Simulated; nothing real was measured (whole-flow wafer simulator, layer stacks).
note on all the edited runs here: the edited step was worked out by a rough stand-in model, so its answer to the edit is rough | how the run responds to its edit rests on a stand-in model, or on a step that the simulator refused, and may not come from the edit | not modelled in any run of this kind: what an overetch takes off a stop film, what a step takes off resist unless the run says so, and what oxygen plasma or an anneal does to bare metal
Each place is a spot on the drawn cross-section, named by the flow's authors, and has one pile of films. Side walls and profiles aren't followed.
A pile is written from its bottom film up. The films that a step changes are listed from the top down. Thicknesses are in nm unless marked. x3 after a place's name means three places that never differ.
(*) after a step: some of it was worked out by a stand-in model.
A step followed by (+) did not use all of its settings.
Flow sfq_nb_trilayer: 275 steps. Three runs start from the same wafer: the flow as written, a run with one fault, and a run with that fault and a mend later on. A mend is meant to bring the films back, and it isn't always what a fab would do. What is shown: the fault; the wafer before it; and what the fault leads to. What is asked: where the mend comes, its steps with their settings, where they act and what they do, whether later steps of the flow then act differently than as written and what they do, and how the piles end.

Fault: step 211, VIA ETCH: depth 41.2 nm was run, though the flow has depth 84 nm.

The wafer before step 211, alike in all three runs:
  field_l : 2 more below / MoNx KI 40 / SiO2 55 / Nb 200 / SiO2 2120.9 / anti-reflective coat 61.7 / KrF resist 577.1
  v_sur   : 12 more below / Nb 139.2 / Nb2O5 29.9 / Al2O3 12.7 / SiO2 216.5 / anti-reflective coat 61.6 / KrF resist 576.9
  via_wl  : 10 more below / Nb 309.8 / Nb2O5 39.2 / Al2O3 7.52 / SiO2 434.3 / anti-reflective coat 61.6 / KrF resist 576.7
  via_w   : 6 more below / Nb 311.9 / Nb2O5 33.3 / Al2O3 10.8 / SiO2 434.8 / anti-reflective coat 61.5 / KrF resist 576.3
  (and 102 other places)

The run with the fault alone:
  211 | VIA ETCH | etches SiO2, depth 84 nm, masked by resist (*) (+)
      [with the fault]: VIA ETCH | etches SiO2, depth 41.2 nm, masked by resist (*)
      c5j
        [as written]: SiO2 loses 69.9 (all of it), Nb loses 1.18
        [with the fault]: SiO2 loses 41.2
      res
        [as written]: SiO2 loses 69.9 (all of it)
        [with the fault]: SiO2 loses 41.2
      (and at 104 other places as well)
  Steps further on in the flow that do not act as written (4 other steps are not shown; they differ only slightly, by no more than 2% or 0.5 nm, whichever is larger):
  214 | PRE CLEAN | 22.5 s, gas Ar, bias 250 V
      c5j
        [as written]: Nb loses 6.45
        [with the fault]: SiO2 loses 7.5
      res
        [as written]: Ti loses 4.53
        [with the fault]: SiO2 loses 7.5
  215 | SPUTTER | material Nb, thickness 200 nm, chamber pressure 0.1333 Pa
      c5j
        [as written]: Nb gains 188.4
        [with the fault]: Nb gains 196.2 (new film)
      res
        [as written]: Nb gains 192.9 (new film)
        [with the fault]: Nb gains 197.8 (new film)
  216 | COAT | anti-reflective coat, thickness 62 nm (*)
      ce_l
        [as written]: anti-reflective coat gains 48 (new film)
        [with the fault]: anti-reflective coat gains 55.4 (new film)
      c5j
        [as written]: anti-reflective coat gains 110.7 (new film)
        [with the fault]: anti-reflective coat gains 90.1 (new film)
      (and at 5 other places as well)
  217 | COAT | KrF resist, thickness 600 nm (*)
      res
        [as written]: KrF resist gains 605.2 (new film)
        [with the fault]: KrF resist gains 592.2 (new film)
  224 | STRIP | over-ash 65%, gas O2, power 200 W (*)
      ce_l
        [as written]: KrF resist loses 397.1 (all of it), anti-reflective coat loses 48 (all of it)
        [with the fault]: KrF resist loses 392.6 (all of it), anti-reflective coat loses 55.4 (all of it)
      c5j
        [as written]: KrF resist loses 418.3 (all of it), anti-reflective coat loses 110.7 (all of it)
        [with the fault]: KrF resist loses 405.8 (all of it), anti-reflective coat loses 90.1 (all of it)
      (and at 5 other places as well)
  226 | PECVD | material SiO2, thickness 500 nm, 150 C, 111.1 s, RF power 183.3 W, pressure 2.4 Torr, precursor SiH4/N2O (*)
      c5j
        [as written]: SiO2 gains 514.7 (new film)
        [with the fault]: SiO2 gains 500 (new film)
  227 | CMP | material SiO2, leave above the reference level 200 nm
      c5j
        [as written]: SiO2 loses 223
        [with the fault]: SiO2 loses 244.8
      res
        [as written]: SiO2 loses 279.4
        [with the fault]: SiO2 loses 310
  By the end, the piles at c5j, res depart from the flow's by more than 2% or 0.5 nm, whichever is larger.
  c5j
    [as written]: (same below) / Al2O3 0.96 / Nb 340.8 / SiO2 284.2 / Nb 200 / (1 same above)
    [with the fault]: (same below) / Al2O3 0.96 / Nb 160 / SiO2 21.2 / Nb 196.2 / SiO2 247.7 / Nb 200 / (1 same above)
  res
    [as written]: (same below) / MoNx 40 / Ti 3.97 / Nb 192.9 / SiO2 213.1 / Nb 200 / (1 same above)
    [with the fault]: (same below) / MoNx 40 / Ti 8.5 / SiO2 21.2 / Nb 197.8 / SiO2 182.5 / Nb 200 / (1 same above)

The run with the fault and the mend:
  The mend follows step 212.
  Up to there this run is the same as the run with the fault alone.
  212a | COAT | anti-reflective coat, thickness 62 nm (*) (the flow's step 204 again)
      field_r, ln_m5, lsp_m and 64 more
        anti-reflective coat gains 62 (new film)
      ln_m6, lsp_r, l0_sur, l0v, wl_a_sl, wl_a_m6, wl_a_sr, wl_g_sr
        anti-reflective coat gains 61.9 (new film)
      field_l, v_sur
        anti-reflective coat gains 61.6 (new film)
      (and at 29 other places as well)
  212b | COAT | KrF resist, thickness 650 nm (*) (the flow's step 205 again)
      l0v, p4_fl x3, p4_w1 x9 and 35 more
        KrF resist gains 650 (new film)
      wl_b_m5, wl_b_sr, wl_c_sl and 12 more
        KrF resist gains 649.9 (new film)
      lsp_r, wl_j_sl, wl_j_sr
        KrF resist gains 650.2 (new film)
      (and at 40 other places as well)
  212c | SOFTBAKE | KrF resist (the flow's step 206 again)
      leaves every film unchanged at each place that is followed
  212d | EXPOSE | photomask C5, dose 11.94 mJ/cm2, NA 0.6, wavelength 248 nm (*) (the flow's step 207 again)
      leaves every film unchanged at each place that is followed
  212e | PEB | KrF resist, 90 s (the flow's step 208 again)
      field_l, sp_r, moat and 79 more
        KrF resist loses 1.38
      v_sur, via_wl, via_w, via_wr, via_sp, be_sur, jj_sur
        KrF resist loses 1.37
      via_v, wire, res
        KrF resist loses 1.36
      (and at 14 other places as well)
  212f | DEVELOP | KrF resist, thickness 650 nm, 60 s (the flow's step 209 again)
      field_l, v_sur, via_wl and 101 more
        KrF resist loses 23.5
      c5j
        KrF resist loses 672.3 (all of it)
      res
        KrF resist loses 639.8 (all of it)
  212g | VIA ETCH | etches anti-reflective coat, depth 125 nm, masked by resist (*) (+) (the flow's step 210 again)
      field_l, v_sur, via_wl and 101 more
        KrF resist loses 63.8
      c5j
        anti-reflective coat loses 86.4 (all of it), SiO2 loses 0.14
      res
        anti-reflective coat loses 76.5 (all of it), SiO2 loses 0.19
  212h | VIA ETCH | etches SiO2, depth 42.8 nm, masked by resist (*) (+) (the flow's step 211 again, with other settings)
      field_l, v_sur, via_wl and 101 more
        KrF resist loses 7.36
      c5j
        SiO2 loses 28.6 (all of it), Nb loses 1.18
      res
        SiO2 loses 28.5 (all of it)
  212i | STRIP | over-ash 65%, gas O2, power 200 W (*) (the flow's step 212 again)
      p4_fl x3, p4_w1 x9, p4_g1 x2 and 33 more
        KrF resist loses 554 (all of it), anti-reflective coat loses 62 (all of it)
      wl_b_sr, wl_c_sl, wl_c_m6 and 10 more
        KrF resist loses 553.9 (all of it), anti-reflective coat loses 62 (all of it)
      wl_b_sl, wl_b_m5, wl_g_sl, wl_g_m5
        KrF resist loses 553.8 (all of it), anti-reflective coat loses 62 (all of it)
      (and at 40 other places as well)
  None of the later steps of the flow acts differently than as written at any place that is followed.
  At every place that both follow, the piles at the end match the flow's.
